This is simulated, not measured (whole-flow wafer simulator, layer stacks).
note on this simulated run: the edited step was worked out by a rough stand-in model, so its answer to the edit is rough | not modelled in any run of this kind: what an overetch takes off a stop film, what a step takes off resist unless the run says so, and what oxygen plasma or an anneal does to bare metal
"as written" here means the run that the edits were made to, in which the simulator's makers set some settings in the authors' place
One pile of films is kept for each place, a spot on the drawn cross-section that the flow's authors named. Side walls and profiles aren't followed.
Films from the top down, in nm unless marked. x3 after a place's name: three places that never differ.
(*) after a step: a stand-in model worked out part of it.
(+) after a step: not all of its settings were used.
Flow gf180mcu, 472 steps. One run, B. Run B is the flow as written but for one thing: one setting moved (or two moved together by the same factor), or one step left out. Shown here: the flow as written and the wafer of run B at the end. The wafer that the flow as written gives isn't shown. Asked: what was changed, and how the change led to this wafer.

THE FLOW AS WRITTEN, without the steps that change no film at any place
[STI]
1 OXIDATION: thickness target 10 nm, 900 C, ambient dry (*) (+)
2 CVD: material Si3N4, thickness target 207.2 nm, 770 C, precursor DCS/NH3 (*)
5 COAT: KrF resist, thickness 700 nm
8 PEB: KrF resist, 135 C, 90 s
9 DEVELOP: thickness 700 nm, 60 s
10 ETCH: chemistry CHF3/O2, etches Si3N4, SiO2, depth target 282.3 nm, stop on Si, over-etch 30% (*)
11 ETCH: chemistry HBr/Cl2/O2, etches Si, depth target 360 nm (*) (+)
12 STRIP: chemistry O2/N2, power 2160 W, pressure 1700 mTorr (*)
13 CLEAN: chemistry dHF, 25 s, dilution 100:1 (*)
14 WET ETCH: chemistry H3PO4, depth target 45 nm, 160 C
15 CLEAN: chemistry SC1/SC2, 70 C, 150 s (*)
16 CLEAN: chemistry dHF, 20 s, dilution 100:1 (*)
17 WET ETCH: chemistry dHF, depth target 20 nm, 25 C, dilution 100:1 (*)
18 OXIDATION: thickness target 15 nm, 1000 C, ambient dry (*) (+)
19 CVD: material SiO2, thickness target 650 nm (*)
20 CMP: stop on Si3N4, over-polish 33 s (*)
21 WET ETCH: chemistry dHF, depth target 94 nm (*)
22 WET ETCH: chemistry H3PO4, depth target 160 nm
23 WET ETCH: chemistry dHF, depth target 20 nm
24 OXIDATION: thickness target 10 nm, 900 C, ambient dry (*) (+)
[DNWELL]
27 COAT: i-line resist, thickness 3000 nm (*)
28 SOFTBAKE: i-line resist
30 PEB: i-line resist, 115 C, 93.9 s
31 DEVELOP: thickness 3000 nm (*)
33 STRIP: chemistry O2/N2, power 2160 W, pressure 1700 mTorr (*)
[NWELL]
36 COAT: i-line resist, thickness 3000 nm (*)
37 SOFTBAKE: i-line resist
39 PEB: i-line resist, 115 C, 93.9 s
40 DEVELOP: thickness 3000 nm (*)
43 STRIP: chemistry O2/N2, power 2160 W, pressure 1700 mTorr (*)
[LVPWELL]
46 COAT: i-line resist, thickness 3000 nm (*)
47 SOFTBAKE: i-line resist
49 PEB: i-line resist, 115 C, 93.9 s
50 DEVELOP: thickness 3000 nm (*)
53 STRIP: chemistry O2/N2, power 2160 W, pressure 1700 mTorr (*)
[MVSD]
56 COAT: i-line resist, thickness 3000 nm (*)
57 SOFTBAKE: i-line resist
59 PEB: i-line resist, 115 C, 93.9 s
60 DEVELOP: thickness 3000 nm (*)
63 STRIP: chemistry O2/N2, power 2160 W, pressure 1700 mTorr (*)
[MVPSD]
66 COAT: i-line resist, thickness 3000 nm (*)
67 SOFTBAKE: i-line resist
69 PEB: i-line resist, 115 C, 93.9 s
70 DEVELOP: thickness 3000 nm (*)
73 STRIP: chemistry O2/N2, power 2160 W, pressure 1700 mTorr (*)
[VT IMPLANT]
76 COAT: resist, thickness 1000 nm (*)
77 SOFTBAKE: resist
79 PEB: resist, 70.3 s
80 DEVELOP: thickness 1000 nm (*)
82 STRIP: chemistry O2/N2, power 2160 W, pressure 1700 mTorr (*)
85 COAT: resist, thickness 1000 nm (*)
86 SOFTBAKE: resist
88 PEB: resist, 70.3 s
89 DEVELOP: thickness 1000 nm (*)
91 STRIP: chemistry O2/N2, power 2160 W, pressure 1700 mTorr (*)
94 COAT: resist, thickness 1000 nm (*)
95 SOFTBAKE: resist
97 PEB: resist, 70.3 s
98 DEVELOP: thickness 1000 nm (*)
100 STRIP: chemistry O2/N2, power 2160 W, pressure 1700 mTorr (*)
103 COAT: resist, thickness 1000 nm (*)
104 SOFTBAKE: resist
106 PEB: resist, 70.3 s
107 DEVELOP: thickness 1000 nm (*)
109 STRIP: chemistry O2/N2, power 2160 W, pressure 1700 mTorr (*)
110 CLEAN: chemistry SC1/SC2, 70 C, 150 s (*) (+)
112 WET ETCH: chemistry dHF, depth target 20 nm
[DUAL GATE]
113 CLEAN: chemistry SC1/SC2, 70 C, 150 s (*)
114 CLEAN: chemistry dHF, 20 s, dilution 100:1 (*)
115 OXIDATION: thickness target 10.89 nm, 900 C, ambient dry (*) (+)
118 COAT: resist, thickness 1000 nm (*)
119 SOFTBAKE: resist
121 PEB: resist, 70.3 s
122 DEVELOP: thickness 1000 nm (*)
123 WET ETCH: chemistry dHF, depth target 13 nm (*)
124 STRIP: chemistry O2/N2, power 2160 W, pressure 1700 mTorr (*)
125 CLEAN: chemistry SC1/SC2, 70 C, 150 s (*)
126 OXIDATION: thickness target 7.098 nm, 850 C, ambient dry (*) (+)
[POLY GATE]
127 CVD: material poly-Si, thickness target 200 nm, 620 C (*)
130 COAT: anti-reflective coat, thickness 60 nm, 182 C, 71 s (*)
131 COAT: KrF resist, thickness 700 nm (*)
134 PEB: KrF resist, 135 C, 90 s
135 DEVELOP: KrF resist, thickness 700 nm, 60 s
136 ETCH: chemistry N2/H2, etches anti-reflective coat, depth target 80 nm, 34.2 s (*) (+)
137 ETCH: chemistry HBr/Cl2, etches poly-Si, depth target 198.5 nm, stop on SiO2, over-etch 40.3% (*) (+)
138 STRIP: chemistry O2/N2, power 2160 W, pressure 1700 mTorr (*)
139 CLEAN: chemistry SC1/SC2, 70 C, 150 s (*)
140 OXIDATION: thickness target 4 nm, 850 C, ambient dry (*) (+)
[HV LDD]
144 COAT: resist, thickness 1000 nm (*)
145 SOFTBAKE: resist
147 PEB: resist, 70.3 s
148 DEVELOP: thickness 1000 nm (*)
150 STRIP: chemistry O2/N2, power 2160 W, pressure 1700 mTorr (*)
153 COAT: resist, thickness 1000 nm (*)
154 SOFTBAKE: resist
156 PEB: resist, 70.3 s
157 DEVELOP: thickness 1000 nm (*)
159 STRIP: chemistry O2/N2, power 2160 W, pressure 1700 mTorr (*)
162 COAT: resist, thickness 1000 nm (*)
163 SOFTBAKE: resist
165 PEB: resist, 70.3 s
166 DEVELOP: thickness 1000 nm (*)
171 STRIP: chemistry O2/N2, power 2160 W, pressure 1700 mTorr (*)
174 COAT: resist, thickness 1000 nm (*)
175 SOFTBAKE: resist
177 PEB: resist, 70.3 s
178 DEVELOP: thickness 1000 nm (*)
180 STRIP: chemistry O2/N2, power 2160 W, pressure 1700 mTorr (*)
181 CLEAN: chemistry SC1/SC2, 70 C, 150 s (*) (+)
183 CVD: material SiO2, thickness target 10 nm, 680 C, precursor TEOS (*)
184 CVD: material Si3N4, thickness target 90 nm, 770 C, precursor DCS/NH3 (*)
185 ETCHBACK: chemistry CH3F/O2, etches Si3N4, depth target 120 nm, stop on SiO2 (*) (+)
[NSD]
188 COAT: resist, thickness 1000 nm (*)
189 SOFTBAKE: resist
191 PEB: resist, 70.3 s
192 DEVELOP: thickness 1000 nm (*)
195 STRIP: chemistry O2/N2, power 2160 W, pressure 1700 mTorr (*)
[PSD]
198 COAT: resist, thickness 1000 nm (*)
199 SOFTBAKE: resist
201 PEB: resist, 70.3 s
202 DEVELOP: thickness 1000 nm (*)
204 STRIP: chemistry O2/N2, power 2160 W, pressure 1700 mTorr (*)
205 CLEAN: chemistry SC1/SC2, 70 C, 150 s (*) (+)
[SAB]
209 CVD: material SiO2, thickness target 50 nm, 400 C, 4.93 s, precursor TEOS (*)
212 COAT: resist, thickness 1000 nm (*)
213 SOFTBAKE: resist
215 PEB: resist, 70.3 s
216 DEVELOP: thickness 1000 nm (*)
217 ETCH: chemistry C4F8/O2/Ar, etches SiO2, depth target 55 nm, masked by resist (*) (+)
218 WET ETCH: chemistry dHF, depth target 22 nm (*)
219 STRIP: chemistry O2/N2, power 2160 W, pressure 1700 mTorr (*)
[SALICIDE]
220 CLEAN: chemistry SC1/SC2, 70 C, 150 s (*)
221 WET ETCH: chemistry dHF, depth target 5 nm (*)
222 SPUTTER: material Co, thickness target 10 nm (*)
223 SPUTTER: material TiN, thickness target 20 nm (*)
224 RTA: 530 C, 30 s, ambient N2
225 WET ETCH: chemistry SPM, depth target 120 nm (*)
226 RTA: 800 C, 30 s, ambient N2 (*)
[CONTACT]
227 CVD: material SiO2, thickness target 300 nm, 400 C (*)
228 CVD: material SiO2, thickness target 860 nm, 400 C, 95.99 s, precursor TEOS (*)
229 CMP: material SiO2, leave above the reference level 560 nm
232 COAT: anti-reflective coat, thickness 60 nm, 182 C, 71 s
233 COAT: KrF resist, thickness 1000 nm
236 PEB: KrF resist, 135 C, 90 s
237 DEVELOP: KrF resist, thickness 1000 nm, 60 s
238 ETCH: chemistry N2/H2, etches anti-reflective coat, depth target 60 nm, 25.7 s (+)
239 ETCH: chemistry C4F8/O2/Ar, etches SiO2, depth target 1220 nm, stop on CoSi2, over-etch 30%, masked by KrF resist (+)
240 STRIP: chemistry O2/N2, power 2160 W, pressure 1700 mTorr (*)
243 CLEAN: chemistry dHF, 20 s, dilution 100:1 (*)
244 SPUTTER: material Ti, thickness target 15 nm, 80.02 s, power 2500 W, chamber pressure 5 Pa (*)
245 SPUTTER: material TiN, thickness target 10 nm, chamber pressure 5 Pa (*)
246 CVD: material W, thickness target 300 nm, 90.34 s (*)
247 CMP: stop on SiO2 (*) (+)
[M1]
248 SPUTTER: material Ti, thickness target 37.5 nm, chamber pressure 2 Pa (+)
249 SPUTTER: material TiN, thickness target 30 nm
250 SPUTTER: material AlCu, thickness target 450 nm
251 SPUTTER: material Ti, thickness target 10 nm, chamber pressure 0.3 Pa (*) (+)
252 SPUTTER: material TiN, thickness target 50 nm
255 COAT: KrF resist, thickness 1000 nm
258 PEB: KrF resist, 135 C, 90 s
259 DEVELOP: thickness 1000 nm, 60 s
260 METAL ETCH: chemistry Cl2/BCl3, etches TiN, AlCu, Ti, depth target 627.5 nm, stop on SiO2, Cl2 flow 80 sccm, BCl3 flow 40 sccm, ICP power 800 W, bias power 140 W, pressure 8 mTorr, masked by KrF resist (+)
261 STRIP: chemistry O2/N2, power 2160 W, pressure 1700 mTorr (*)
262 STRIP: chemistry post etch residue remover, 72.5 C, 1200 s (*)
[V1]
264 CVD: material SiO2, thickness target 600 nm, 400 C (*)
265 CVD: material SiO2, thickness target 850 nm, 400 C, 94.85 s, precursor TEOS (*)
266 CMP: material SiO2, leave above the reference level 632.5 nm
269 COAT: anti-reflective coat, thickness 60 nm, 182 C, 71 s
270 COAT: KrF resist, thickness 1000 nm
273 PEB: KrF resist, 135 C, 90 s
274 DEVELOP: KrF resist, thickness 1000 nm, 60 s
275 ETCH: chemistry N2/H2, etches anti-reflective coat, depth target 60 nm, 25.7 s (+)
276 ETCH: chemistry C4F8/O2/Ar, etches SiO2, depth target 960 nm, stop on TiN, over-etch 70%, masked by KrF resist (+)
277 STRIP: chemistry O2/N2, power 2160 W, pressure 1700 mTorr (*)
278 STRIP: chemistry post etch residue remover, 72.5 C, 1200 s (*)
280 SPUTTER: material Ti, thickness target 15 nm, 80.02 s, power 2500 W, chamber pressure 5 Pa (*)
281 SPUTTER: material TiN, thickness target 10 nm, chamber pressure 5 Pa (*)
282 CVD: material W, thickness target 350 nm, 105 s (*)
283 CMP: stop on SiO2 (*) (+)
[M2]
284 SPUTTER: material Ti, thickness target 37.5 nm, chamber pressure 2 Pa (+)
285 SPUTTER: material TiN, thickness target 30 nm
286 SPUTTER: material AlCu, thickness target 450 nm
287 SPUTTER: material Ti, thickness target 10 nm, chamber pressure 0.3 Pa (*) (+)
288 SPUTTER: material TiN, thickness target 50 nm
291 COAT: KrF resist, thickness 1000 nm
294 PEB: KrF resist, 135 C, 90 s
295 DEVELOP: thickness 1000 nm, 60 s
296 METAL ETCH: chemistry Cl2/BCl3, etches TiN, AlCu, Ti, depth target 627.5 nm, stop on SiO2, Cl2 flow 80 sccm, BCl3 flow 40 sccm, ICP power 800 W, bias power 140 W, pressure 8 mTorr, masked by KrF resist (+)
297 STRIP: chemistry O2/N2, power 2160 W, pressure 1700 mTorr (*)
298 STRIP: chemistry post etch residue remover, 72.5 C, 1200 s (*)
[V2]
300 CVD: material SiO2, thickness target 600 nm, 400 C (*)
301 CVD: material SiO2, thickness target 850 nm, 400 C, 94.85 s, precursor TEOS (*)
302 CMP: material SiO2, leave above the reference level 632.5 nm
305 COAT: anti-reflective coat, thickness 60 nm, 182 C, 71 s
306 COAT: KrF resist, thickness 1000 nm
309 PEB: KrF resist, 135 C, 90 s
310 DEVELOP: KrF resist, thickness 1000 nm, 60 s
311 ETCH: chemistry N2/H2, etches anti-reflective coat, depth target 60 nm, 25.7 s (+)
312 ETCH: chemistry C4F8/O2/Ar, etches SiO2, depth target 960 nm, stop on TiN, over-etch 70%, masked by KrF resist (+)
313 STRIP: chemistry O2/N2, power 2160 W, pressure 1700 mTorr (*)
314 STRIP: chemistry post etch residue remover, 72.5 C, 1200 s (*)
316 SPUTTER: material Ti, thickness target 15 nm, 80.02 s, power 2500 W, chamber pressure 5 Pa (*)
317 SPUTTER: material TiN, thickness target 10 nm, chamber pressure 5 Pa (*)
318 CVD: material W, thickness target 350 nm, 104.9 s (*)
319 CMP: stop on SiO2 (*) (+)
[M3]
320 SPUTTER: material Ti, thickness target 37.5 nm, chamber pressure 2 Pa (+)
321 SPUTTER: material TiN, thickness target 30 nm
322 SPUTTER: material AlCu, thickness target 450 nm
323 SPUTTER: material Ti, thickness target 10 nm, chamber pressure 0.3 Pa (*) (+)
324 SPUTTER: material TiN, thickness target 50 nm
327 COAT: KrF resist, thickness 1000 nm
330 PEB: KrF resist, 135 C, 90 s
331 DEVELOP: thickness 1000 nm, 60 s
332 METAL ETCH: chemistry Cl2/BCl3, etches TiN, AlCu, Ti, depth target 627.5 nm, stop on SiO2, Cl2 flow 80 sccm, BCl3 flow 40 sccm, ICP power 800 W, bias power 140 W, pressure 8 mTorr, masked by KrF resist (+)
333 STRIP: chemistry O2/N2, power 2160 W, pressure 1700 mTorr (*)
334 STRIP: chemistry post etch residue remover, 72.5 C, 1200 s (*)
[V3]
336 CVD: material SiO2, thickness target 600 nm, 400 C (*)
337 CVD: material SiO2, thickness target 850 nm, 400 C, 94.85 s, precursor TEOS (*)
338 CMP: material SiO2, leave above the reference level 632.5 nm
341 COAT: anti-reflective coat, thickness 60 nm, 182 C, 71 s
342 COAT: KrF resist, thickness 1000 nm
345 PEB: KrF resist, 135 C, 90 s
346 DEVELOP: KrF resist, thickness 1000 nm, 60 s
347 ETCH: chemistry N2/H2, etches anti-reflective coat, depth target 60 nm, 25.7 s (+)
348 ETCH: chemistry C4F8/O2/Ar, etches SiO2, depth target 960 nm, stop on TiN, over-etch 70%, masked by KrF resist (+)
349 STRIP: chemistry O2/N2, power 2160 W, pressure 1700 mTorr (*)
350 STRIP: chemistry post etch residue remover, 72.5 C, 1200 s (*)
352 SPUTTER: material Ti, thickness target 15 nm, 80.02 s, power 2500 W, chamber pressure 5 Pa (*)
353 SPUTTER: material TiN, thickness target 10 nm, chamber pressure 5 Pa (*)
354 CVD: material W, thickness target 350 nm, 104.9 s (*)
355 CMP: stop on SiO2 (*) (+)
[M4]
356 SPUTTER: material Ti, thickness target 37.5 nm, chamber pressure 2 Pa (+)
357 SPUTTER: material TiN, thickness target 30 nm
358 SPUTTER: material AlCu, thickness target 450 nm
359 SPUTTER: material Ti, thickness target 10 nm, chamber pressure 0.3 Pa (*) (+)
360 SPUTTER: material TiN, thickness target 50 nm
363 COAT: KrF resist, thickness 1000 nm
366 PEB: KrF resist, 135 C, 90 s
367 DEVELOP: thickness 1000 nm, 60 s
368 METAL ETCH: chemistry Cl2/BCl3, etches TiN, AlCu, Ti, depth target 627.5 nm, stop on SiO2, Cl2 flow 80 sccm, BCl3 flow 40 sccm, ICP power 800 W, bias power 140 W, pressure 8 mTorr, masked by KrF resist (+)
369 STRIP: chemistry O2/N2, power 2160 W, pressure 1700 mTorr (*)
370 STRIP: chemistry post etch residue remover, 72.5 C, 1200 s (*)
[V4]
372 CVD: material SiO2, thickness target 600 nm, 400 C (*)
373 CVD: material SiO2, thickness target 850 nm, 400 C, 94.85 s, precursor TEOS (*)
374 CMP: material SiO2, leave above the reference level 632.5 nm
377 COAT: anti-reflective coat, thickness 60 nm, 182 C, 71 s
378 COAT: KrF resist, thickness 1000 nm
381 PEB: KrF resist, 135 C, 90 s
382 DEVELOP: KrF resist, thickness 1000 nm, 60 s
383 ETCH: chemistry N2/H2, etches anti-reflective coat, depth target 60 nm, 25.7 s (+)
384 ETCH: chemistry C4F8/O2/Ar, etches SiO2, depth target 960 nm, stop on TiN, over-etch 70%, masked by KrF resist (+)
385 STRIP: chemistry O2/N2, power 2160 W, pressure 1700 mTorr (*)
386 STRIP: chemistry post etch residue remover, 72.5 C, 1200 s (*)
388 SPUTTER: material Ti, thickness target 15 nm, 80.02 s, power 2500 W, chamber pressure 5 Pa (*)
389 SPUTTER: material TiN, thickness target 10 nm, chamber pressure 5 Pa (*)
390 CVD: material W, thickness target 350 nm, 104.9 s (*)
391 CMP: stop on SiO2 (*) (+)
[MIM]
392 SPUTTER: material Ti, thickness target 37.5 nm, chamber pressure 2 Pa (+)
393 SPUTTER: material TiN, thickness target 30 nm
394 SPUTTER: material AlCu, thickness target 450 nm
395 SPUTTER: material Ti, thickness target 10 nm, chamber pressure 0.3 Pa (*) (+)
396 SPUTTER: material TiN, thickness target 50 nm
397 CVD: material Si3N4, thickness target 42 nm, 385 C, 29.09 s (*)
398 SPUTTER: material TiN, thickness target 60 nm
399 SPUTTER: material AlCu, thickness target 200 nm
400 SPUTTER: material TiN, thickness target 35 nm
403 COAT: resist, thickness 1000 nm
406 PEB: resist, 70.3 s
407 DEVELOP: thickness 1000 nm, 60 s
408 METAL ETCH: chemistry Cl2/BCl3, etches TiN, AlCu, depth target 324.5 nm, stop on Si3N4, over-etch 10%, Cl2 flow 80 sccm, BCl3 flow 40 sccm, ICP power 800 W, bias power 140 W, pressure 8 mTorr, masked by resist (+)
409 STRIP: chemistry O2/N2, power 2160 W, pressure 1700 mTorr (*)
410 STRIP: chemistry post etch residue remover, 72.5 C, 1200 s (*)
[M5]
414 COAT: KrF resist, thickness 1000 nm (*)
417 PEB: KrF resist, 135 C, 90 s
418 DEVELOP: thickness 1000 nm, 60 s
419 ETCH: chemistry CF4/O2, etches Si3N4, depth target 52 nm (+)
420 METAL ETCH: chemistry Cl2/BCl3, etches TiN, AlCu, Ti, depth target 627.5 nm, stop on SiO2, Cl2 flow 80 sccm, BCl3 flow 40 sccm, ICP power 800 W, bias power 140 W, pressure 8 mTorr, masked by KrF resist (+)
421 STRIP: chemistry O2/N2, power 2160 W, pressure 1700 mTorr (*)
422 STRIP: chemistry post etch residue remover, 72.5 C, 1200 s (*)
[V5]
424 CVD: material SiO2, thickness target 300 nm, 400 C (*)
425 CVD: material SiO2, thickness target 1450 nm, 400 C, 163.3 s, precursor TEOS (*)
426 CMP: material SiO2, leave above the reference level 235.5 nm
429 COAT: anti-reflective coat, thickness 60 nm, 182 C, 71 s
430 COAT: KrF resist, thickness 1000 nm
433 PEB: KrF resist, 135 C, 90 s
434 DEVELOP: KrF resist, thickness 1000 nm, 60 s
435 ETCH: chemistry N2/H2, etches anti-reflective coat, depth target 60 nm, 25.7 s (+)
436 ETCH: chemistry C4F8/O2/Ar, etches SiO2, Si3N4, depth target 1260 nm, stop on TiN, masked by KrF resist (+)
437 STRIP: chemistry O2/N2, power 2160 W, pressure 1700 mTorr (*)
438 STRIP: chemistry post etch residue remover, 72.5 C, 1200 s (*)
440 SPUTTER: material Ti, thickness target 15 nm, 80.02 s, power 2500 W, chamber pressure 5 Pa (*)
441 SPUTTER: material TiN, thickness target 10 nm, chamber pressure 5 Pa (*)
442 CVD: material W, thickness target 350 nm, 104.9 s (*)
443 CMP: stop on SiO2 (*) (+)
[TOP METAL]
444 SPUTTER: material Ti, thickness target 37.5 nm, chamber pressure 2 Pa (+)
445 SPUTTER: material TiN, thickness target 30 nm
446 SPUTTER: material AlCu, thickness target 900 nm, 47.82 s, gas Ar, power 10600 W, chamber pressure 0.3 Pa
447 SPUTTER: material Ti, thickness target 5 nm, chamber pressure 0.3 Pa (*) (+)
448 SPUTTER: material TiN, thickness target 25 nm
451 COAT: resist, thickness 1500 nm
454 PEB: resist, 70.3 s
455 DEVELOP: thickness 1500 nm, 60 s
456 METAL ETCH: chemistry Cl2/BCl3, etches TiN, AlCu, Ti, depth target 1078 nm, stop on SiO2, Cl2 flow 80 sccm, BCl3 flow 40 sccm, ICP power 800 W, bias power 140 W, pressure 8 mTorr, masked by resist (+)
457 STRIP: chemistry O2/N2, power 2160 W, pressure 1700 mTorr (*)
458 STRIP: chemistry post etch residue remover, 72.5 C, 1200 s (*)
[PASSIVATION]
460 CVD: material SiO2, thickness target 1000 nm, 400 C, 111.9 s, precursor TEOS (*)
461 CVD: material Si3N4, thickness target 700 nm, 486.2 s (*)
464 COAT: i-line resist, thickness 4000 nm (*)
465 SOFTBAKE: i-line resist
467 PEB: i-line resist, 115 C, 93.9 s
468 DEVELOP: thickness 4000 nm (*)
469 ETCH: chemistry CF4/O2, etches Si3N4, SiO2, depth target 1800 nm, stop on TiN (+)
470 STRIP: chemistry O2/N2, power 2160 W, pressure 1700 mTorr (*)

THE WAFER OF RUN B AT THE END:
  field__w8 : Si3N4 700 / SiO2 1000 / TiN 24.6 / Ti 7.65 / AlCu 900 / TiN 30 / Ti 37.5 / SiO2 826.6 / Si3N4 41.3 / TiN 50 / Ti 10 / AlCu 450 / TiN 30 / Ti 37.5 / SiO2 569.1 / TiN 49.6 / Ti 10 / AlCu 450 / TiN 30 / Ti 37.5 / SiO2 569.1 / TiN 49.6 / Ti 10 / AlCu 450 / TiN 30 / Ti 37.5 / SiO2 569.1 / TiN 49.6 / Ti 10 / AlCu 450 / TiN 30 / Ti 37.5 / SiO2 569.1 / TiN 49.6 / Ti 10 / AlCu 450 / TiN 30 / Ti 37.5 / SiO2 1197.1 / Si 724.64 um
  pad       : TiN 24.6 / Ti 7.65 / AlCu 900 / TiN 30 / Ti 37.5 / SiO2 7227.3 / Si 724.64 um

The cause: step 447, SPUTTER: thickness target 7.65 nm was run, where the flow has thickness target 5 nm.
It can be read off the wafer: field__w8 has Ti 7.65, and step 447 as written asks for 5 nm.

How the change led to this, step by step:
  447 SPUTTER: material Ti, thickness target 5 nm, chamber pressure 0.3 Pa (*) (+)
      field, field__w1, field__w2 and 109 more: Ti +7.65 (new film) (as written it would be: Ti +5 (new film))
  456 METAL ETCH: chemistry Cl2/BCl3, etches TiN, AlCu, Ti, depth target 1078 nm, stop on SiO2, Cl2 flow 80 sccm, BCl3 flow 40 sccm, ICP power 800 W, bias power 140 W, pressure 8 mTorr, masked by resist (+)
      field, field__w1, field__w2 and 103 more: TiN -25 (all of it), Ti -7.65 (all of it), AlCu -900 (all of it), TiN -30 (all of it), Ti -37.5 (all of it) (as written it would be: TiN -25 (all of it), Ti -5 (all of it), AlCu -900 (all of it), TiN -30 (all of it), Ti -37.5 (all of it))
